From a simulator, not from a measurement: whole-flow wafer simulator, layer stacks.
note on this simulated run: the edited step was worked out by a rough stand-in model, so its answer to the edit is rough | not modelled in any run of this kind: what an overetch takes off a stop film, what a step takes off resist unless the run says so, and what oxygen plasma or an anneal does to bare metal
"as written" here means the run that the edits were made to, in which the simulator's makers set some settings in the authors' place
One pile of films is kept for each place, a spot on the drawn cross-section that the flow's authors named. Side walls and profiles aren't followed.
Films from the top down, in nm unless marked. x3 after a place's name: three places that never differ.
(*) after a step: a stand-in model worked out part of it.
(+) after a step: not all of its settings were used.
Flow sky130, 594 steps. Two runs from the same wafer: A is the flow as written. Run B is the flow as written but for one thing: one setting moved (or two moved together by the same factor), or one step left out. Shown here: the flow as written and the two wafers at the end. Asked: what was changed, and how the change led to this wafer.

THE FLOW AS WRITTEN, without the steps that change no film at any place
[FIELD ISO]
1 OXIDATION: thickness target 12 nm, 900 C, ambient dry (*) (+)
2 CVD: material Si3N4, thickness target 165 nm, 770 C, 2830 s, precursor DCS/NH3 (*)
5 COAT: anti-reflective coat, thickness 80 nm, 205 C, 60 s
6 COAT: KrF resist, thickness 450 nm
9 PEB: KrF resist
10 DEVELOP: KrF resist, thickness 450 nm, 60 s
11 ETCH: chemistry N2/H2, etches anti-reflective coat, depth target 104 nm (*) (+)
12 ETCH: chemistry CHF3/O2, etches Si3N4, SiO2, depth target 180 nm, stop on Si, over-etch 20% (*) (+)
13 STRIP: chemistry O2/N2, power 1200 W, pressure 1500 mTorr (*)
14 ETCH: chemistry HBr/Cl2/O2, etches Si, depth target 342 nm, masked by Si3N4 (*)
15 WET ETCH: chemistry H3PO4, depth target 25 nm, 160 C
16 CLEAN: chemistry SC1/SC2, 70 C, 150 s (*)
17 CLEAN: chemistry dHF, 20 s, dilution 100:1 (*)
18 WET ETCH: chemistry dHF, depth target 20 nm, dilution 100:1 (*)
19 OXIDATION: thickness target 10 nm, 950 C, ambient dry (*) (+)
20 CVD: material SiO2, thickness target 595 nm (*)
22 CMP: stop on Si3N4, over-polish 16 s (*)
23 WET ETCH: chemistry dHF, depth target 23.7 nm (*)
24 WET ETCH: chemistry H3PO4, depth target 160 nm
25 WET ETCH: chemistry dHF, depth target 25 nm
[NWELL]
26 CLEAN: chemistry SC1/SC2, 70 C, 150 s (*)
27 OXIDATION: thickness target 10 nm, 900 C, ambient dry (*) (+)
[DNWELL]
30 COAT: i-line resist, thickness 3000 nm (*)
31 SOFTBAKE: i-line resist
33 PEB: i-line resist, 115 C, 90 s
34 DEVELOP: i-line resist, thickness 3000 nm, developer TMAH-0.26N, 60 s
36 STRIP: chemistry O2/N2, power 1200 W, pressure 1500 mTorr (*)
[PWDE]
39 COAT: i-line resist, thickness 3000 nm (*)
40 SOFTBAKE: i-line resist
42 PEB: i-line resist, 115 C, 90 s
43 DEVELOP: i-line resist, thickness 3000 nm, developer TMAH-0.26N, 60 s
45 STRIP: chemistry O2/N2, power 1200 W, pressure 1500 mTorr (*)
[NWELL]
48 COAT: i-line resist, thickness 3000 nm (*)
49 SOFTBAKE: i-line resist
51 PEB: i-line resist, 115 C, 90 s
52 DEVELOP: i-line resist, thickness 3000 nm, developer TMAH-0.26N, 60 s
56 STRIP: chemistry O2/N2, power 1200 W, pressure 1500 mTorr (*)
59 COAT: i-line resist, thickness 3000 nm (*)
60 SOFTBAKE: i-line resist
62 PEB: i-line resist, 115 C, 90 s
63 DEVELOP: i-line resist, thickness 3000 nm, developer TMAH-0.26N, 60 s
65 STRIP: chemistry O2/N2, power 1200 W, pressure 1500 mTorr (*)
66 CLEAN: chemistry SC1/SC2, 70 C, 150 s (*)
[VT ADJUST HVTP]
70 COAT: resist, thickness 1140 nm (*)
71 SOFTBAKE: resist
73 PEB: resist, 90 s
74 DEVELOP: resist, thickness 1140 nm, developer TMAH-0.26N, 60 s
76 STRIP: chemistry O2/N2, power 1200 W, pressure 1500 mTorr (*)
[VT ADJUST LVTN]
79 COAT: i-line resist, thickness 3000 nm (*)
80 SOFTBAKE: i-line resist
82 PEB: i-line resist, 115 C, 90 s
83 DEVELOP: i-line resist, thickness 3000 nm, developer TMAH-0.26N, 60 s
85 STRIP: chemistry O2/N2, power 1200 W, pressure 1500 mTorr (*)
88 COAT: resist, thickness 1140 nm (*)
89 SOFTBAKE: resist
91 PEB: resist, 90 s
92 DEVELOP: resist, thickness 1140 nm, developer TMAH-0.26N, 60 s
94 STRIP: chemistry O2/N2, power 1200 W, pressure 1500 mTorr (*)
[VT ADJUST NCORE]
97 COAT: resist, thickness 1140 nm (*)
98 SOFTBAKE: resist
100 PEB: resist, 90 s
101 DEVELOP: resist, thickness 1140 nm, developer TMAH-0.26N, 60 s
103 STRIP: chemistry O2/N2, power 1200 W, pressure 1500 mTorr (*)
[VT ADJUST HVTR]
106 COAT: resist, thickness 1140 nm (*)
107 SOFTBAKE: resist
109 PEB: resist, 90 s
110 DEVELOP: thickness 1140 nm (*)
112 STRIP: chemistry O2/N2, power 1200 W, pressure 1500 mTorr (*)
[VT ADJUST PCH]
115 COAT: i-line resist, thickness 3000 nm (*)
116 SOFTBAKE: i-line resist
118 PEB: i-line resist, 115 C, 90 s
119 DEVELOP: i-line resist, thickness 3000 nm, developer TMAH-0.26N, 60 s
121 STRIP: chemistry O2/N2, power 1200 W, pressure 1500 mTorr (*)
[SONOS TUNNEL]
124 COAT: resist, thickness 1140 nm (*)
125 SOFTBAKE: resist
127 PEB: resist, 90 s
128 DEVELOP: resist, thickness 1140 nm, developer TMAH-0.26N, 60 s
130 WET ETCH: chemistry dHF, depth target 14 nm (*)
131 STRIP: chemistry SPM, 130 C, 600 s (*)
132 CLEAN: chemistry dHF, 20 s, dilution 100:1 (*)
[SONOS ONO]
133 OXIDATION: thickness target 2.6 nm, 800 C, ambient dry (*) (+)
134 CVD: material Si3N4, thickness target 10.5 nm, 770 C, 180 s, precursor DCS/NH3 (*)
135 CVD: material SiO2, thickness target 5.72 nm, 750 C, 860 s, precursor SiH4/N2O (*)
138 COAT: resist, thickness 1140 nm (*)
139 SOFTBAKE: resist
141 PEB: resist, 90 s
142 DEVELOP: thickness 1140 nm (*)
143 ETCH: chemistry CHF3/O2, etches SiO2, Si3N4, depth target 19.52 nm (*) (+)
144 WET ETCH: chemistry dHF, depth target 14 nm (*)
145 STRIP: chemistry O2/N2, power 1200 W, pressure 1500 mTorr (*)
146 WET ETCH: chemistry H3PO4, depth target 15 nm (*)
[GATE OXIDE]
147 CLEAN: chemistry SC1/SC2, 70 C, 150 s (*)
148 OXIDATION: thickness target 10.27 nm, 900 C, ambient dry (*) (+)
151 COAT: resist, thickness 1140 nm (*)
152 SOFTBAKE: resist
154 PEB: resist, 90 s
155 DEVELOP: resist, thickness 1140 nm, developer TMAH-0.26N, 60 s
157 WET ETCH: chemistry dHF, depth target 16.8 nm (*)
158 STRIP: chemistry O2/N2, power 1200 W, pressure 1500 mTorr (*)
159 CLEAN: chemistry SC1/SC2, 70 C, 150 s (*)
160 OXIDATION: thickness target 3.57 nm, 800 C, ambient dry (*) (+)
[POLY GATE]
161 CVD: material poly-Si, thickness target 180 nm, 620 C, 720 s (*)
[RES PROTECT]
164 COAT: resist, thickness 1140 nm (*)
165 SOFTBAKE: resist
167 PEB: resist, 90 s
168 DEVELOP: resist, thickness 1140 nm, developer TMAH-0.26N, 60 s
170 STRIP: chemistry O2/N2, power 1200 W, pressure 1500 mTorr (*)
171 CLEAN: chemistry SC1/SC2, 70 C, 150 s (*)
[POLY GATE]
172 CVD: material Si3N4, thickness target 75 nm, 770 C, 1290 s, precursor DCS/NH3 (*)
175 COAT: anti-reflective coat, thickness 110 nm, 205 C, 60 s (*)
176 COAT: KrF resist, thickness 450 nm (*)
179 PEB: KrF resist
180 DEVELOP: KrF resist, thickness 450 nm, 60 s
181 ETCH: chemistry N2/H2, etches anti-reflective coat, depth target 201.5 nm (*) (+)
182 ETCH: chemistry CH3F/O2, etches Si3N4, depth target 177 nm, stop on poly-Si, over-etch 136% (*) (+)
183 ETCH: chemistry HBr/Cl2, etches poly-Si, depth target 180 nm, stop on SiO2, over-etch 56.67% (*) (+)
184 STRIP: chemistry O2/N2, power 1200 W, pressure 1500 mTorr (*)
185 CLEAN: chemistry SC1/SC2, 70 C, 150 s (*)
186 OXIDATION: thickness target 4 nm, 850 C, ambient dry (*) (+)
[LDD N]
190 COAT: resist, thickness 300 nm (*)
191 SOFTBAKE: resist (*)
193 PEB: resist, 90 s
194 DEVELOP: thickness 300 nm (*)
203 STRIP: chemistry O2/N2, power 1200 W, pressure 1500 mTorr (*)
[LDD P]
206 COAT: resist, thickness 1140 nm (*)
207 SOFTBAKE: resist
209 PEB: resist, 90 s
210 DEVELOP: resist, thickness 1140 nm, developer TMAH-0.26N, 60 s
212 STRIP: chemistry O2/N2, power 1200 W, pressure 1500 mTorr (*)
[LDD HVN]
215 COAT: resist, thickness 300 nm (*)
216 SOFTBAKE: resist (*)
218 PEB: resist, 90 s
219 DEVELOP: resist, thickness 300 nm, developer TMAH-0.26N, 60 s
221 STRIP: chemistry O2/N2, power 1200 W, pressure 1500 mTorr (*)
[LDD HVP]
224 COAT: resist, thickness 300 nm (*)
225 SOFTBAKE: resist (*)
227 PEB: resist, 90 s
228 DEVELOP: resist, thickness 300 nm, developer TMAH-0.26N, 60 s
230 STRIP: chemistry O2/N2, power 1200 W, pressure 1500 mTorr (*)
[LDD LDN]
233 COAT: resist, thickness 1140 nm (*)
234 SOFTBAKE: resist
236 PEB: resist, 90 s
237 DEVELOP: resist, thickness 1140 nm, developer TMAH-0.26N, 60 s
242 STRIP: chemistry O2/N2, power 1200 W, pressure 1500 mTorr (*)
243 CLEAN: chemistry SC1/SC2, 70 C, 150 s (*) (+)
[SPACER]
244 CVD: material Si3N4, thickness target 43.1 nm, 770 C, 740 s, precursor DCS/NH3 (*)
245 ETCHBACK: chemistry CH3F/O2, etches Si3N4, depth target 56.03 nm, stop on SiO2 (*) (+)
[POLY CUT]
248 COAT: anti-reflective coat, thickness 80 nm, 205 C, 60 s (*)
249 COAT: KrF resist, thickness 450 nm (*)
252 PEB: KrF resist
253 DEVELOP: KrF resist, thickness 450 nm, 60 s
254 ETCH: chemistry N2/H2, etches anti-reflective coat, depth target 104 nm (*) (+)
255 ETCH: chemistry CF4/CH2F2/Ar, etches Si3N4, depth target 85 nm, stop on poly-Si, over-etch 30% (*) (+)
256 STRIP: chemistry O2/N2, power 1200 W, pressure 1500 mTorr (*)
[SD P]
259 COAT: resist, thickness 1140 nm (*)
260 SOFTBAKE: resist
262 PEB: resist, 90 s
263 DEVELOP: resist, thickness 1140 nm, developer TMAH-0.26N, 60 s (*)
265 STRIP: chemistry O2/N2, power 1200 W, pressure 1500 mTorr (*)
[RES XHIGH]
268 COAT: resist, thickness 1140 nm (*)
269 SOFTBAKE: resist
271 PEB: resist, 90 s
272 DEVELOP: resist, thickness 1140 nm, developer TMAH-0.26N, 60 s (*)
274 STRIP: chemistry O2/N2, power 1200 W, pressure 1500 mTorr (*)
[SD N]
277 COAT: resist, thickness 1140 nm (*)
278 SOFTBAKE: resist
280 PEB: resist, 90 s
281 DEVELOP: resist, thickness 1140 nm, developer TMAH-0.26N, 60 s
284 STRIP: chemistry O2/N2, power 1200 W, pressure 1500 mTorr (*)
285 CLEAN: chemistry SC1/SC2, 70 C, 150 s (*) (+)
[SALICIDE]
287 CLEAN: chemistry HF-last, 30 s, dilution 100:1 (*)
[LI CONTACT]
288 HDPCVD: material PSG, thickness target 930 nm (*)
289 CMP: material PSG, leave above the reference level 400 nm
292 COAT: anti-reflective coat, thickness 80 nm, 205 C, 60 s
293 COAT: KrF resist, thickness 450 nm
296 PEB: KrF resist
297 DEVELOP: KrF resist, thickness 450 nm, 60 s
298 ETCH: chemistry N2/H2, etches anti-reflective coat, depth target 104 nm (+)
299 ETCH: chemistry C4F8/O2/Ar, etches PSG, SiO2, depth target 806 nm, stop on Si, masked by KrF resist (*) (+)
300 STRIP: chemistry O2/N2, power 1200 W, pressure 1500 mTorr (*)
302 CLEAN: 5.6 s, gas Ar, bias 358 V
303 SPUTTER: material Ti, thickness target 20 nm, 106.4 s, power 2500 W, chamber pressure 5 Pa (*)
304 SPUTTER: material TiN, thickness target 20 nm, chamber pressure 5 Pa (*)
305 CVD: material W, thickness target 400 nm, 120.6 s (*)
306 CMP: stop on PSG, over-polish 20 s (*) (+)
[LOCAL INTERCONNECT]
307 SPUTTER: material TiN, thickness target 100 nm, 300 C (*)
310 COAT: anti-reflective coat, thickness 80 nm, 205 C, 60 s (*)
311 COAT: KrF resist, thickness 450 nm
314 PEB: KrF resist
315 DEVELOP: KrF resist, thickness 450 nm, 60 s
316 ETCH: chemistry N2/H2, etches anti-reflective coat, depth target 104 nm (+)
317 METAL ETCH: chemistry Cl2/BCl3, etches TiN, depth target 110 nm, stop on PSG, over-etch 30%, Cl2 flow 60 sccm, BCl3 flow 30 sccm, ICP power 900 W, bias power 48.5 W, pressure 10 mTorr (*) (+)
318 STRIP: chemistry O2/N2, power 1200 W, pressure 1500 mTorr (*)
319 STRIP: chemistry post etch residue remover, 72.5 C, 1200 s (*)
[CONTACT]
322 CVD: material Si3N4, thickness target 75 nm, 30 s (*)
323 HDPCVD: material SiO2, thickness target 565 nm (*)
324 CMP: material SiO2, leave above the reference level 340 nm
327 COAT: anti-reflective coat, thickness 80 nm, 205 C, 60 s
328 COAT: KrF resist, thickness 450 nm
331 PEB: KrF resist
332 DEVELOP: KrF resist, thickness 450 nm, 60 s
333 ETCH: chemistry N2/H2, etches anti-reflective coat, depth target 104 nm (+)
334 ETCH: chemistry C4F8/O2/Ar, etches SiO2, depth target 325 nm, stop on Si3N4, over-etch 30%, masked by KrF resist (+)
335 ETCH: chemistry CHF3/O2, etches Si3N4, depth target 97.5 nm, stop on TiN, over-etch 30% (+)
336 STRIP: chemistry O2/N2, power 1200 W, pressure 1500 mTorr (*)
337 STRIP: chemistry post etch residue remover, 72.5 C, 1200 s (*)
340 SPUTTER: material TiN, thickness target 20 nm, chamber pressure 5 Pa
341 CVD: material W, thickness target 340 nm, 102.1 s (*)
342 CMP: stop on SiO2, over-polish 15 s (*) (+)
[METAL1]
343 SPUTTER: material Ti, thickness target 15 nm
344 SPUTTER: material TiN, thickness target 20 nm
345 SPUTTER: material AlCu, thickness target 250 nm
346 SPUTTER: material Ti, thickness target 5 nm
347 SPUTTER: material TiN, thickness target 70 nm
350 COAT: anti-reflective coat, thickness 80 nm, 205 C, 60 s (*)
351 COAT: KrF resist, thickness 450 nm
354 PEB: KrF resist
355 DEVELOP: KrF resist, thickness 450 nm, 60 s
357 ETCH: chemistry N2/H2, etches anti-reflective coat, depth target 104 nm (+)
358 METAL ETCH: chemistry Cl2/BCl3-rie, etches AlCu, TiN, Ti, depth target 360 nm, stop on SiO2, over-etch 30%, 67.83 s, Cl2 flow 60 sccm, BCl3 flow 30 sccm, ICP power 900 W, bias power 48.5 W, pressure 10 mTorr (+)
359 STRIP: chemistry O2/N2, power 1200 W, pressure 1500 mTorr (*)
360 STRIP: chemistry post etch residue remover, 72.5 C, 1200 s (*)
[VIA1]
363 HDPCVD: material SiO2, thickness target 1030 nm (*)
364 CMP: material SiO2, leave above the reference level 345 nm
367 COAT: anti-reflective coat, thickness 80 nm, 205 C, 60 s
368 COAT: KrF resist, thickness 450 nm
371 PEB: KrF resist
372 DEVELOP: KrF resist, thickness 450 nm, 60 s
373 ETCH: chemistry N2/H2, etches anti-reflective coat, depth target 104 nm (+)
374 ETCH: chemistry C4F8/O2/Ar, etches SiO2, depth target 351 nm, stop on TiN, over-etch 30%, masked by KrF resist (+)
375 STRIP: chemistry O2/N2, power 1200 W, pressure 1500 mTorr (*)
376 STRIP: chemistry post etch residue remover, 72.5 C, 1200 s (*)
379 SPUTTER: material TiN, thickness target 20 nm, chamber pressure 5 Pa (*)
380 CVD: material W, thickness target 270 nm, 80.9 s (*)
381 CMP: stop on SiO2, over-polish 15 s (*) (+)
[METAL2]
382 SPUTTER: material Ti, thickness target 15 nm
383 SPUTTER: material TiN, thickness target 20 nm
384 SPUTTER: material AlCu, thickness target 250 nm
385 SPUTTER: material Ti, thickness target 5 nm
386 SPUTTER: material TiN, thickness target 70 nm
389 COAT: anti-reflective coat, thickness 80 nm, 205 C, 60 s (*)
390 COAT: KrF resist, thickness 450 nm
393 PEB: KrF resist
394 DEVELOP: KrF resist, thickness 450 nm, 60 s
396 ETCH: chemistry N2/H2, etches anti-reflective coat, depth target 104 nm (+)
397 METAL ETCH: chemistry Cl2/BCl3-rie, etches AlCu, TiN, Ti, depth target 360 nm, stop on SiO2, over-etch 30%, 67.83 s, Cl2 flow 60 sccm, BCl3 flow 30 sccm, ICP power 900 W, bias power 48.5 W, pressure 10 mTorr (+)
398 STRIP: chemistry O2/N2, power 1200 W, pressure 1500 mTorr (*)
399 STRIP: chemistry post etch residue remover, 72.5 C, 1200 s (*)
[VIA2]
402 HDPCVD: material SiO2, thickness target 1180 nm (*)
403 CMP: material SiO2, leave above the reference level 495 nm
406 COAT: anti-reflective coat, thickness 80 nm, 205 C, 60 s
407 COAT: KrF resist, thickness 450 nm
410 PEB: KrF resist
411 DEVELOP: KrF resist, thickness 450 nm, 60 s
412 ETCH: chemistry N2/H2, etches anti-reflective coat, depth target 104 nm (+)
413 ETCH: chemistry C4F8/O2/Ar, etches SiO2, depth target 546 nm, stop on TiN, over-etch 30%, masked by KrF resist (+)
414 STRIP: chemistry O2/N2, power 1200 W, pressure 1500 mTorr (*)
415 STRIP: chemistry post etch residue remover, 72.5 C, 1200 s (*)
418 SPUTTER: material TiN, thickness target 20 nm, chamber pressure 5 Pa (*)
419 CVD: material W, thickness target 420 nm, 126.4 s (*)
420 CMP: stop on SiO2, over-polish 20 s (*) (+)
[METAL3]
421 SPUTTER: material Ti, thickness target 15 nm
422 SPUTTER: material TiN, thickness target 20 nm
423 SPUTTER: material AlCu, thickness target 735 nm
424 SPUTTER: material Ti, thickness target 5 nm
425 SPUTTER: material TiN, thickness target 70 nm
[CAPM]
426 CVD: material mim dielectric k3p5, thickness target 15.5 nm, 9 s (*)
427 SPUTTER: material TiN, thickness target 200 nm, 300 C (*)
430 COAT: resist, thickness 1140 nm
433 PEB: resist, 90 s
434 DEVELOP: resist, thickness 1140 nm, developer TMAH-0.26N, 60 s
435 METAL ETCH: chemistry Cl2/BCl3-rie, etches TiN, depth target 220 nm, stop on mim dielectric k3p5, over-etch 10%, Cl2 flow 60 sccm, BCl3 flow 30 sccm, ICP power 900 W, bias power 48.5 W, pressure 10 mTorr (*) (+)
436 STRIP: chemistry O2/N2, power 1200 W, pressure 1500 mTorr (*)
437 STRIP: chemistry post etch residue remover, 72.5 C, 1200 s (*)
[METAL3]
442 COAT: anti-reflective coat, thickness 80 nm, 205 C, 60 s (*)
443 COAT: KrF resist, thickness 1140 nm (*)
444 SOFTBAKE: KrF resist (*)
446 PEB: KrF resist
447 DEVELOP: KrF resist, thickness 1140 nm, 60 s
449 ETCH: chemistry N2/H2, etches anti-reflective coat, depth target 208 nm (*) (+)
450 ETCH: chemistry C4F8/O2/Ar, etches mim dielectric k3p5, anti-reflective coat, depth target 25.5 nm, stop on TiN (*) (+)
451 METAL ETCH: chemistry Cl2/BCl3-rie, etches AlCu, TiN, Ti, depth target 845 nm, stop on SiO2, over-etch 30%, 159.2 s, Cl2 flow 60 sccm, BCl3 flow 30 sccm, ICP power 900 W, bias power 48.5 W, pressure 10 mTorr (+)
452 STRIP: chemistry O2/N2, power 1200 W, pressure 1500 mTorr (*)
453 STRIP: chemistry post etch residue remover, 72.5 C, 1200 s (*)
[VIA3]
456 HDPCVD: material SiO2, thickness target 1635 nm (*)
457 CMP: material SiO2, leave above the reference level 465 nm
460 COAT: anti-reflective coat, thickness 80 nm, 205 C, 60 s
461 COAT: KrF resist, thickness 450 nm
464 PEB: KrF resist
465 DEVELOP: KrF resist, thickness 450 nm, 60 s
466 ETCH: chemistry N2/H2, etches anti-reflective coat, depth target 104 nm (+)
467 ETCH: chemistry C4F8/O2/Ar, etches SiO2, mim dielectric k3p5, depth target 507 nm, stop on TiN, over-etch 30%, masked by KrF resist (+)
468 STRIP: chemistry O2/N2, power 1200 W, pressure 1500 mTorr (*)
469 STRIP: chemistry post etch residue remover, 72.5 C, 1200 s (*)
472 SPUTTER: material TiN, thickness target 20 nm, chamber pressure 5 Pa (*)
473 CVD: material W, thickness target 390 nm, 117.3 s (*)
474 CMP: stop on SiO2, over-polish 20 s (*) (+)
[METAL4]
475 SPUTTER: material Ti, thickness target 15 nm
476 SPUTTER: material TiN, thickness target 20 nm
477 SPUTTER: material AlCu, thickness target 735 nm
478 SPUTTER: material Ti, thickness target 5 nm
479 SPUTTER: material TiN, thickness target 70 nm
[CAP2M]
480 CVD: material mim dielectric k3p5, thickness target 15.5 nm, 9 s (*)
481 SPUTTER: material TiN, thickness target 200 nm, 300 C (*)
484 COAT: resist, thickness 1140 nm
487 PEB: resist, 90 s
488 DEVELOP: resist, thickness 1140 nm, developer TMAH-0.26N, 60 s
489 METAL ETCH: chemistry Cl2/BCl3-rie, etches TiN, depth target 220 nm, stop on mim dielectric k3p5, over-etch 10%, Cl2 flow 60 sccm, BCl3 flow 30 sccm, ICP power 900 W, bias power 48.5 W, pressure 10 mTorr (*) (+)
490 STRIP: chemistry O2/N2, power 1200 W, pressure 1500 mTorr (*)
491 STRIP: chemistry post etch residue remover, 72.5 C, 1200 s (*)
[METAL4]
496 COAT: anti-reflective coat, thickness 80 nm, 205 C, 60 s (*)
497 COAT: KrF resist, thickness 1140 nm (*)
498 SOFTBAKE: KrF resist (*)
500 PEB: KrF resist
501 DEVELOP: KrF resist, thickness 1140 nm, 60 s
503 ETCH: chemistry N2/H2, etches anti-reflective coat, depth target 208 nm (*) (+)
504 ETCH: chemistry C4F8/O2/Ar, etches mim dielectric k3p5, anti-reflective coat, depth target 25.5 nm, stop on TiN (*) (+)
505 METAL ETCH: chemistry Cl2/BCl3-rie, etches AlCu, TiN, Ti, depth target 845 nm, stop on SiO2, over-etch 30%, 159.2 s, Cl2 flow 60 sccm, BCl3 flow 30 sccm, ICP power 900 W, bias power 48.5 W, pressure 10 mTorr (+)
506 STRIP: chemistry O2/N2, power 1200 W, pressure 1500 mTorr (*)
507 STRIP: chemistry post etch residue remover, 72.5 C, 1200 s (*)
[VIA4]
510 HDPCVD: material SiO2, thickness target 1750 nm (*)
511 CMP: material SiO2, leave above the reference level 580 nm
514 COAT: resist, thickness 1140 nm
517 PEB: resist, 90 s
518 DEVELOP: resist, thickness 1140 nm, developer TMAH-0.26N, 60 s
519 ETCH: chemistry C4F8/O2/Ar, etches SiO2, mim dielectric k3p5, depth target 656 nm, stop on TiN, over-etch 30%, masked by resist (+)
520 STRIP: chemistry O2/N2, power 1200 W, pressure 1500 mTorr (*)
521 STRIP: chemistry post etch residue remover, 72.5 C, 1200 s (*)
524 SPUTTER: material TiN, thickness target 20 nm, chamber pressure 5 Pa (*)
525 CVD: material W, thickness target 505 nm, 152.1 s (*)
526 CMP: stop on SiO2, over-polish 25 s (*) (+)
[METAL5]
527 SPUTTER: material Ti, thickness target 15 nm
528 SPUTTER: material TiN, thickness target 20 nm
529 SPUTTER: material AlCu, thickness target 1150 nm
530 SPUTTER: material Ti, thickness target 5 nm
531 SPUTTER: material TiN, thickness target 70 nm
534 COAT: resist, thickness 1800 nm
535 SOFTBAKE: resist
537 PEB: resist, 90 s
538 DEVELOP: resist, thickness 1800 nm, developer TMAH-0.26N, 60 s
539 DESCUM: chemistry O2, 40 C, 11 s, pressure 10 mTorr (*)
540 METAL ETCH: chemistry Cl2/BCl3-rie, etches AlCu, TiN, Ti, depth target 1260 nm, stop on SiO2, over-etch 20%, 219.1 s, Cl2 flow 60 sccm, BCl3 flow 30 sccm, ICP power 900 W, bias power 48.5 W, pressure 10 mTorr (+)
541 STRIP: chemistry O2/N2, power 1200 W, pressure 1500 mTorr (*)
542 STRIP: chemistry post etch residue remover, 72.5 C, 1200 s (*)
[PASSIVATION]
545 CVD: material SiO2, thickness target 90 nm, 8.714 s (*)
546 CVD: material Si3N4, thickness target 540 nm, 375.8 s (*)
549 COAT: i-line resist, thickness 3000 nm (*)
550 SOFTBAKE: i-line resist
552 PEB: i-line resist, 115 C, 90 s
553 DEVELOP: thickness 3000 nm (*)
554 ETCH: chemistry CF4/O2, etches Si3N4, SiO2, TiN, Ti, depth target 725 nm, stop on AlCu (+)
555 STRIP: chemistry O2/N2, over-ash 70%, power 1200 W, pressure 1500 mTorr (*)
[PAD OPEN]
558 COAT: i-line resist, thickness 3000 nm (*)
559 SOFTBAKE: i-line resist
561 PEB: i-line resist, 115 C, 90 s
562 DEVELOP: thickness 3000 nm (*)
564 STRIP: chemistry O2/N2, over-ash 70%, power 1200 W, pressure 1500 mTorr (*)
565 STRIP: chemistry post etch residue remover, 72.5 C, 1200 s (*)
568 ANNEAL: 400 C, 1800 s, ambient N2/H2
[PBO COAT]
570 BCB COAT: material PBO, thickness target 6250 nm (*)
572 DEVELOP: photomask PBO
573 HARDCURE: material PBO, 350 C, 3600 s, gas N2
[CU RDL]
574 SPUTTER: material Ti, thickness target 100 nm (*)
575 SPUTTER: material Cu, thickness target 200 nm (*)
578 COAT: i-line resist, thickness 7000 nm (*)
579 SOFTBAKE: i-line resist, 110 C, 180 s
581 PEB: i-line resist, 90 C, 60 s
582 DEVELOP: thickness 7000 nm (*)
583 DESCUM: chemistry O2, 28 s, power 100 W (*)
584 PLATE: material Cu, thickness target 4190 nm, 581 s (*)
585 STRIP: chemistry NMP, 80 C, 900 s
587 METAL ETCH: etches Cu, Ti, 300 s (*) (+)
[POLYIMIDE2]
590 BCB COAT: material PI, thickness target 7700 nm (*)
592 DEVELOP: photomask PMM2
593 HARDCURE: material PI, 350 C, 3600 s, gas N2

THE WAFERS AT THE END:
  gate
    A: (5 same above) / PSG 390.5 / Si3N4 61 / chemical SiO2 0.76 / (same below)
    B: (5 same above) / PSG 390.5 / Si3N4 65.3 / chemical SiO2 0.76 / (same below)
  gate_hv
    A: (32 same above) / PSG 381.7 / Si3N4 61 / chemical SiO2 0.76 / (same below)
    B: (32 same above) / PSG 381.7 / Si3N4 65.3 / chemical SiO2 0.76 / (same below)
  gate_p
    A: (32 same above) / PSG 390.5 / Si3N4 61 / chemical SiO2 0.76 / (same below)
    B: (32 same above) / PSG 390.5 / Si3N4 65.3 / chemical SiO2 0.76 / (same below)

The cause: step 244, CVD: thickness target 47.4 nm was run, where the flow has thickness target 43.1 nm.

How the change led to this, step by step:
  244 CVD: material Si3N4, thickness target 43.1 nm, 770 C, 740 s, precursor DCS/NH3 (*)
      field, active, p_well and 101 more: A Si3N4 +43.1 (new film) | B Si3N4 +47.4 (new film)
      n_well, gate, gate_hv and 74 more: A Si3N4 +43.1 | B Si3N4 +47.4
  245 ETCHBACK: chemistry CH3F/O2, etches Si3N4, depth target 56.03 nm, stop on SiO2 (*) (+)
      field, active, p_well and 101 more: A Si3N4 -43.1 (all of it), SiO2 -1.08 | B Si3N4 -47.4 (all of it), SiO2 -0.72
  248 COAT: anti-reflective coat, thickness 80 nm, 205 C, 60 s (*)
      gate_hv: A anti-reflective coat +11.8 (new film) | B anti-reflective coat +10.8 (new film)
      m1: A anti-reflective coat +16.9 (new film) | B anti-reflective coat +16.2 (new film)
      (and at 29 more places)
  254 ETCH: chemistry N2/H2, etches anti-reflective coat, depth target 104 nm (*) (+)
      rxpo_ln: A anti-reflective coat -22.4 (all of it), Si3N4 -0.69 | B anti-reflective coat -23.7 (all of it), Si3N4 -0.66
  255 ETCH: chemistry CF4/CH2F2/Ar, etches Si3N4, depth target 85 nm, stop on poly-Si, over-etch 30% (*) (+)
      field, active, n_well and 180 more: A KrF resist -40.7 | B KrF resist -42.5
      rpo_wd, rxpo_wd: A Si3N4 -61.6 (all of it), chemical SiO2 -0.75 (all of it) | B Si3N4 -65.9 (all of it), chemical SiO2 -0.75 (all of it)
      (and at 5 more places)
  256 STRIP: chemistry O2/N2, power 1200 W, pressure 1500 mTorr (*)
      gate_hv: A KrF resist -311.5 (all of it), anti-reflective coat -11.8 (all of it) | B KrF resist -309.1 (all of it), anti-reflective coat -10.8 (all of it)
      m1: A KrF resist -284.8 (all of it), anti-reflective coat -16.9 (all of it) | B KrF resist -282.1 (all of it), anti-reflective coat -16.2 (all of it)
      (and at 29 more places)
  306 CMP: stop on PSG, over-polish 20 s (*) (+)
      poly_licon: A W -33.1 | B W -28.8
